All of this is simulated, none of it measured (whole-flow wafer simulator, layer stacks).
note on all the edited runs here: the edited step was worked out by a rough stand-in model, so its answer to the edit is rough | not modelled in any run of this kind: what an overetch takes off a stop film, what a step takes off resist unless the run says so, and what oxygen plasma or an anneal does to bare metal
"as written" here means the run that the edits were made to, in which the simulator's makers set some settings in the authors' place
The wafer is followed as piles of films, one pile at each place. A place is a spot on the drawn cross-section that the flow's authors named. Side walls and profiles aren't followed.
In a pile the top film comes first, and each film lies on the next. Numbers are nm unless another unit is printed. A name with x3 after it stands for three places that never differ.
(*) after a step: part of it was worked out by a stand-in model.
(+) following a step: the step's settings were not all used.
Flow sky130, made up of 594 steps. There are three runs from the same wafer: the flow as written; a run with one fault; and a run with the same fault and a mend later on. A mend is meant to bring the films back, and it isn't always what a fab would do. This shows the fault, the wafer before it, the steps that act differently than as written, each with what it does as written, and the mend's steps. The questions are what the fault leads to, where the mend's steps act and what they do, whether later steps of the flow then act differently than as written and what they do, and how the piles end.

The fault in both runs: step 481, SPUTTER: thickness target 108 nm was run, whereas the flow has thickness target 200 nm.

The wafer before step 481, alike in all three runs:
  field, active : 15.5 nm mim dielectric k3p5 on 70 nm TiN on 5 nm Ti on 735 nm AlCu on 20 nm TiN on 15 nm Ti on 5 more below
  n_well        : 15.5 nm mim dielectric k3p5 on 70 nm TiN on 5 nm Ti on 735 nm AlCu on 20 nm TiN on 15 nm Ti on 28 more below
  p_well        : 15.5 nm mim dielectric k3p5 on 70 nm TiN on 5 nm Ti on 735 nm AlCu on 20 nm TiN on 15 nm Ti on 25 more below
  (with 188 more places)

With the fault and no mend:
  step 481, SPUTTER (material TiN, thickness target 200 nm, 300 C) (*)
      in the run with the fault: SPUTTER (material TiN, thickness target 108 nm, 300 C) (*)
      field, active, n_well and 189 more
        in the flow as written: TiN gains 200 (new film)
        in the run with the fault: TiN gains 108 (new film)
  Steps further on in the flow that do not act as written (not shown: 4 more steps that differ only slightly, by at most 2% or 0.5 nm, whichever is larger):
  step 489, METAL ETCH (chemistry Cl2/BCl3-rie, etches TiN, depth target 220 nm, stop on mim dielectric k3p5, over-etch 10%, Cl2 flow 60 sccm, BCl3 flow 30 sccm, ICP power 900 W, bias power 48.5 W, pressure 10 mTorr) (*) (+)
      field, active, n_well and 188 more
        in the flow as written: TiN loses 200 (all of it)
        in the run with the fault: TiN loses 108 (all of it)
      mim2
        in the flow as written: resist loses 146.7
        in the run with the fault: resist loses 79.2
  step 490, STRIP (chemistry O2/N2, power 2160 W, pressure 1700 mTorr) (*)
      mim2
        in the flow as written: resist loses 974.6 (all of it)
        in the run with the fault: resist loses 1042.1 (all of it)
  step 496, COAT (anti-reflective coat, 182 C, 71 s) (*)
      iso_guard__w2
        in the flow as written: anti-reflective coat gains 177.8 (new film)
        in the run with the fault: anti-reflective coat gains 119.6 (new film)
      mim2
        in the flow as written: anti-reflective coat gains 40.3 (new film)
        in the run with the fault: anti-reflective coat gains 30.7 (new film)
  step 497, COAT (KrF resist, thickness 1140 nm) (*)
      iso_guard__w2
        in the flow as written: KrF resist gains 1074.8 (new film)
        in the run with the fault: KrF resist gains 1114.1 (new film)
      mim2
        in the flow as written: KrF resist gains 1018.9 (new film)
        in the run with the fault: KrF resist gains 1097.4 (new film)
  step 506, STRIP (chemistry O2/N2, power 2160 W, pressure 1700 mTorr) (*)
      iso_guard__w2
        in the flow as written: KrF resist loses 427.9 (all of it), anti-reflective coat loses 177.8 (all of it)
        in the run with the fault: KrF resist loses 467.1 (all of it), anti-reflective coat loses 119.6 (all of it)
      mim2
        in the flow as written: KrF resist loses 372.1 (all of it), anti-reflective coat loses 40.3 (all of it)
        in the run with the fault: KrF resist loses 450.4 (all of it), anti-reflective coat loses 30.7 (all of it)
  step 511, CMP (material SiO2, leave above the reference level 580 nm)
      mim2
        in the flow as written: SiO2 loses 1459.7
        in the run with the fault: SiO2 loses 1367.7
  By the end, the piles at mim2 depart from the flow's by more than 2% or 0.5 nm, whichever is larger.
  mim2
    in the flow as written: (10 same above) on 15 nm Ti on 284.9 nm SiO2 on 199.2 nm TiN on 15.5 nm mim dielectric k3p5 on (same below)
    in the run with the fault: (10 same above) on 15 nm Ti on 376.9 nm SiO2 on 107.2 nm TiN on 15.5 nm mim dielectric k3p5 on (same below)

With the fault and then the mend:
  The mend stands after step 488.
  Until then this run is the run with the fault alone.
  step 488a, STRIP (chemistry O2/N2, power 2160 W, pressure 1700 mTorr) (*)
      mim2
        resist loses 1121.3 (all of it)
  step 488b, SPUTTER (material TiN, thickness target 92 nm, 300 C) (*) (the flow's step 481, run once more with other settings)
      field, active, n_well and 189 more
        TiN gains 92
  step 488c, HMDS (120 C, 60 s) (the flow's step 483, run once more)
      leaves every film unchanged at each place that is followed
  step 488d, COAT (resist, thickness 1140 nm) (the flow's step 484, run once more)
      field, active, n_well and 187 more
        resist gains 1140 (new film)
      m1, via3_hole
        resist gains 1140.6 (new film)
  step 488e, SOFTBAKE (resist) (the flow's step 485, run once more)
      leaves every film unchanged at each place that is followed
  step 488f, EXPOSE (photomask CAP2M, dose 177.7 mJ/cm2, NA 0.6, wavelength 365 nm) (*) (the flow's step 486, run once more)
      leaves every film unchanged at each place that is followed
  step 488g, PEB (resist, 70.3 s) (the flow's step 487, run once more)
      field, active, n_well and 189 more
        resist loses 18.7
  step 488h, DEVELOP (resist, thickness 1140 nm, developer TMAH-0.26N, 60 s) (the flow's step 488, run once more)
      field, active, n_well and 186 more
        resist loses 1121.3 (all of it)
      m1, via3_hole
        resist loses 1121.9 (all of it)
  Every later step of the flow that is run acts as written at every place that is followed.
  By the end, the piles equal the flow's at every place that both follow.
